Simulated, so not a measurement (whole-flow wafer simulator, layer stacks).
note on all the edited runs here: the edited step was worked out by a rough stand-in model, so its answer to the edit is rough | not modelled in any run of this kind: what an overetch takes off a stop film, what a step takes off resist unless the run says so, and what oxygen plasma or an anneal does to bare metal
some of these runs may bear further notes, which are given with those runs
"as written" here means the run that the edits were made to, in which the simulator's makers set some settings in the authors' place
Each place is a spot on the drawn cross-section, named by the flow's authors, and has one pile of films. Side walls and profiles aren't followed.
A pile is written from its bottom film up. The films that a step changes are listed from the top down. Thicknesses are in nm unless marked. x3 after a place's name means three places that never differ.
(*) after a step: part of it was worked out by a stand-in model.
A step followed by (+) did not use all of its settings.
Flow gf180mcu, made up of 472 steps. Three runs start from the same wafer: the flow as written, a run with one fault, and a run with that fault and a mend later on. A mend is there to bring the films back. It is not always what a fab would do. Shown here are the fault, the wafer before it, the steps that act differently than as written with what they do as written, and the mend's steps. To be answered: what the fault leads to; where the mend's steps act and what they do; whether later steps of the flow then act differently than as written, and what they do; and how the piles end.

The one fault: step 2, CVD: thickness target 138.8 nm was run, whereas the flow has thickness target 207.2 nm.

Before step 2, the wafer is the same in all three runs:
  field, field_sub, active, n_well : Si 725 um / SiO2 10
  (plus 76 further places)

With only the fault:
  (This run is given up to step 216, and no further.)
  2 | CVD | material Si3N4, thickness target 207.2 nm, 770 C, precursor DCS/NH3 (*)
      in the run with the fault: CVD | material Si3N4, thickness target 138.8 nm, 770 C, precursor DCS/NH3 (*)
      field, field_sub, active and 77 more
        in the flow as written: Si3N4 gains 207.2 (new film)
        in the run with the fault: Si3N4 gains 138.8 (new film)
  Steps later in the flow that act otherwise than as written (not shown: 11 more steps that differ only slightly, by at most 2% or 0.5 nm, whichever is larger):
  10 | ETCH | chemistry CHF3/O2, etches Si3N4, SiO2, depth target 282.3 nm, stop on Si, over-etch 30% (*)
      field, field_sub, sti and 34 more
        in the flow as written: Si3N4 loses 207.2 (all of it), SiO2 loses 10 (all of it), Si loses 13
        in the run with the fault: Si3N4 loses 138.8 (all of it), SiO2 loses 10 (all of it), Si loses 26.7
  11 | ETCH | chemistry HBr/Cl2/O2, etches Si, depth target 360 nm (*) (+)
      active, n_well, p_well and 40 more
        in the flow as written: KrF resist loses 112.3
        in the run with the fault: KrF resist loses 107.8
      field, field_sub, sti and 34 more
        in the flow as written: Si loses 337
        in the run with the fault: Si loses 323.3
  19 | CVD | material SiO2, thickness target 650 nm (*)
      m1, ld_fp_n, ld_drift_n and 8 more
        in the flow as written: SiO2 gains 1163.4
        in the run with the fault: SiO2 gains 1095
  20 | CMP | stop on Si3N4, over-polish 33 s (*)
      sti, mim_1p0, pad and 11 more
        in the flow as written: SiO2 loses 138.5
        in the run with the fault: SiO2 loses 206.8
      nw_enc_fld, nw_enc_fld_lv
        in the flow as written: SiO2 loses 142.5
        in the run with the fault: SiO2 loses 210.9
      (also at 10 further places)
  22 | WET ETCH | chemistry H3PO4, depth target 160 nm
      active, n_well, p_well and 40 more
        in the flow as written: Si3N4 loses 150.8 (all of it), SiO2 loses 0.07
        in the run with the fault: Si3N4 loses 82.4 (all of it), SiO2 loses 0.61
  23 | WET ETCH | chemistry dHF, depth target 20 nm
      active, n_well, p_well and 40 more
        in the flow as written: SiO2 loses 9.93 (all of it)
        in the run with the fault: SiO2 loses 9.39 (all of it)
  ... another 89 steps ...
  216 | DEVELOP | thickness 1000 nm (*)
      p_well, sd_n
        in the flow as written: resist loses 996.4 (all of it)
        in the run with the fault: resist loses 929.7 (all of it)
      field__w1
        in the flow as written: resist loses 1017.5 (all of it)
        in the run with the fault: resist loses 1049.8 (all of it)
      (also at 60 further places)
  The piles after step 216 differ from the flow's at field, field__w1, field__w2 and 68 more by more than 2% or 0.5 nm, whichever is larger.
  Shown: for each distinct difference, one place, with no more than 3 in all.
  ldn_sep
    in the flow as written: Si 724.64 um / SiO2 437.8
    in the run with the fault: Si 724.64 um / SiO2 369.9
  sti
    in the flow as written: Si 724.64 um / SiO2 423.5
    in the run with the fault: Si 724.64 um / SiO2 355.7
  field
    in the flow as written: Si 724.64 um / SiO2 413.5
    in the run with the fault: Si 724.64 um / SiO2 345.7

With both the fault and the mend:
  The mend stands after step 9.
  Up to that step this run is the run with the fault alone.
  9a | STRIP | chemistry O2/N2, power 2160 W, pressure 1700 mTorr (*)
      active, n_well, p_well and 40 more
        KrF resist loses 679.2 (all of it)
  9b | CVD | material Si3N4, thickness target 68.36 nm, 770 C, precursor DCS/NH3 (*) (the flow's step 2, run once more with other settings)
      field, field_sub, active and 77 more
        Si3N4 gains 68.4
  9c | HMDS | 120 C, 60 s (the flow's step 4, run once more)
      alters no film at any place that is followed
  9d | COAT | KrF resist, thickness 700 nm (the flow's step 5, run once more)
      field, field_sub, active and 77 more
        KrF resist gains 700 (new film)
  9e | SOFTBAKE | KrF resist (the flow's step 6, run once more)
      alters no film at any place that is followed
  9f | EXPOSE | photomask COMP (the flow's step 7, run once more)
      alters no film at any place that is followed
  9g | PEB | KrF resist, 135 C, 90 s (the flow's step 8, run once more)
      field, field_sub, active and 77 more
        KrF resist loses 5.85
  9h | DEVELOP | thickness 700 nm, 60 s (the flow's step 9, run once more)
      active, n_well, p_well and 40 more
        KrF resist loses 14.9
      field, field_sub, sti and 34 more
        KrF resist loses 694.2 (all of it)
  Every later step of the flow that is run acts as written, at every place that is followed, to within 2% or 0.5 nm, whichever is larger.
  The piles end the same as the flow's at every place that both follow.
